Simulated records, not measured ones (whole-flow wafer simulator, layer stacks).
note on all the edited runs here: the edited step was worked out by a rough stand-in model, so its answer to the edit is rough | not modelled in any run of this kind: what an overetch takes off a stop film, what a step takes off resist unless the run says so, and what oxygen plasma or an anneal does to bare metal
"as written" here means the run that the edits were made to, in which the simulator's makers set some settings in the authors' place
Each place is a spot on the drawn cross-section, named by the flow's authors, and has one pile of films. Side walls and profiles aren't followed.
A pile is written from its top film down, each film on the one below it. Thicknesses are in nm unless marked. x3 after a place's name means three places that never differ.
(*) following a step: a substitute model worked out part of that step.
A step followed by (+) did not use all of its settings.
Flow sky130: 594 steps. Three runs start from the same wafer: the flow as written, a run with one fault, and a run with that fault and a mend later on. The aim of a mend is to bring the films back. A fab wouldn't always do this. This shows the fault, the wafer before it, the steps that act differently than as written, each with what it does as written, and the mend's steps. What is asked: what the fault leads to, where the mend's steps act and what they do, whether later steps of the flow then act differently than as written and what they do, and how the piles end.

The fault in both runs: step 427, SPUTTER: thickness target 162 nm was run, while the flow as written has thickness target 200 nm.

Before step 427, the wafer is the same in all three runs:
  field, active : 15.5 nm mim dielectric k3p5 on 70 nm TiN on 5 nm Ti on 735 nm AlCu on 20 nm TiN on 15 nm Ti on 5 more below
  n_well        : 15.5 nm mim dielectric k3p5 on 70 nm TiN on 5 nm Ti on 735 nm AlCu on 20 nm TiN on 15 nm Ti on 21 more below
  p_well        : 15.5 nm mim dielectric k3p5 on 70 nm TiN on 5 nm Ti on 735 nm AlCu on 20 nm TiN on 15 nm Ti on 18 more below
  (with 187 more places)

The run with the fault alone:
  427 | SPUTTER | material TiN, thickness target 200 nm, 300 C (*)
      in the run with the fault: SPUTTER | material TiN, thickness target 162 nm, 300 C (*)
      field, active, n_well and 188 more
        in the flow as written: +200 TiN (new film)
        in the run with the fault: +162 TiN (new film)
  Steps later in the flow that act otherwise than as written (not shown: 3 more steps that differ only slightly, by at most 2% or 0.5 nm, whichever is larger):
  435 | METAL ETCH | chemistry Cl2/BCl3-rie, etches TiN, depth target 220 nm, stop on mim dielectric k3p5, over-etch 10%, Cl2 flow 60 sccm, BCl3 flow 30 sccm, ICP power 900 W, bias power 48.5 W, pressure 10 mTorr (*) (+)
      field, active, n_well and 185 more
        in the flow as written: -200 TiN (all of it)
        in the run with the fault: -162 TiN (all of it)
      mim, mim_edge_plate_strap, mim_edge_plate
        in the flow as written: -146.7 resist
        in the run with the fault: -118.8 resist
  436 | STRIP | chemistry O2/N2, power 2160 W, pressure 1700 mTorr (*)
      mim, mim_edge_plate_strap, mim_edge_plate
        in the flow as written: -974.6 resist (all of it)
        in the run with the fault: -1002.5 resist (all of it)
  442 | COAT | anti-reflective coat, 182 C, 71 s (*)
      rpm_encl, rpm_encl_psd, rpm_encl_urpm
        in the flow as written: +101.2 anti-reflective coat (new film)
        in the run with the fault: +104.3 anti-reflective coat (new film)
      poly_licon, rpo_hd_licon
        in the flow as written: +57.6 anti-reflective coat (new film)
        in the run with the fault: +68.1 anti-reflective coat (new film)
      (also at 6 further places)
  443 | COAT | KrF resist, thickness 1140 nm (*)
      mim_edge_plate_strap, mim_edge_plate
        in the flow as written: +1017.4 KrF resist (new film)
        in the run with the fault: +1055.4 KrF resist (new film)
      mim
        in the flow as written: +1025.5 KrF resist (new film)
        in the run with the fault: +1059.9 KrF resist (new film)
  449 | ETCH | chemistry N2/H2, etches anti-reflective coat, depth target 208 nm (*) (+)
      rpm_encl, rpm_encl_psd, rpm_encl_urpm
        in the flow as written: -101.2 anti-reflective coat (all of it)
        in the run with the fault: -104.3 anti-reflective coat (all of it)
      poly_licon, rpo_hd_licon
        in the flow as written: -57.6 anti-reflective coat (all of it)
        in the run with the fault: -68.1 anti-reflective coat (all of it)
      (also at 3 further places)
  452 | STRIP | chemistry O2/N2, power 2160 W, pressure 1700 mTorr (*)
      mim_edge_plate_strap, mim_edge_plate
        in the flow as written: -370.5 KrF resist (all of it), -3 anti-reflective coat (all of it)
        in the run with the fault: -408.4 KrF resist (all of it), -3 anti-reflective coat (all of it)
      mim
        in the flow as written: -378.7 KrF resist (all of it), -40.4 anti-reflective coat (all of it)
        in the run with the fault: -413 KrF resist (all of it), -32.4 anti-reflective coat (all of it)
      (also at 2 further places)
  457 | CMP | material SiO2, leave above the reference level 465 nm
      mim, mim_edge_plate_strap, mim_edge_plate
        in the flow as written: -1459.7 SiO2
        in the run with the fault: -1421.7 SiO2
  The piles end different from the flow's at mim, mim_edge_plate_strap, mim_edge_plate by more than 2% or 0.5 nm, whichever is larger.
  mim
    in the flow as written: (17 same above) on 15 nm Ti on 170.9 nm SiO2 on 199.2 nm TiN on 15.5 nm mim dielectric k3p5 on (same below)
    in the run with the fault: (17 same above) on 15 nm Ti on 208.9 nm SiO2 on 161.2 nm TiN on 15.5 nm mim dielectric k3p5 on (same below)
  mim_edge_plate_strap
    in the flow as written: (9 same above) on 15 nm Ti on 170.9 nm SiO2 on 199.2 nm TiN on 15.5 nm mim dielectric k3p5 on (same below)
    in the run with the fault: (9 same above) on 15 nm Ti on 208.9 nm SiO2 on 161.2 nm TiN on 15.5 nm mim dielectric k3p5 on (same below)
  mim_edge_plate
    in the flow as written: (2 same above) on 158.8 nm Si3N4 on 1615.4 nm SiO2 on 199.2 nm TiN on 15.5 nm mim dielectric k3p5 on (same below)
    in the run with the fault: (2 same above) on 158.8 nm Si3N4 on 1653.4 nm SiO2 on 161.2 nm TiN on 15.5 nm mim dielectric k3p5 on (same below)

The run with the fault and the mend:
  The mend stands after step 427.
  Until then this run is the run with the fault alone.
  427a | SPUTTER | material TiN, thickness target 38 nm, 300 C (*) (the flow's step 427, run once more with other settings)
      field, active, n_well and 188 more
        +38 TiN
  Later steps of the flow that are run all act as written at every place that is followed.
  At every place that both follow, the piles at the end match the flow's.
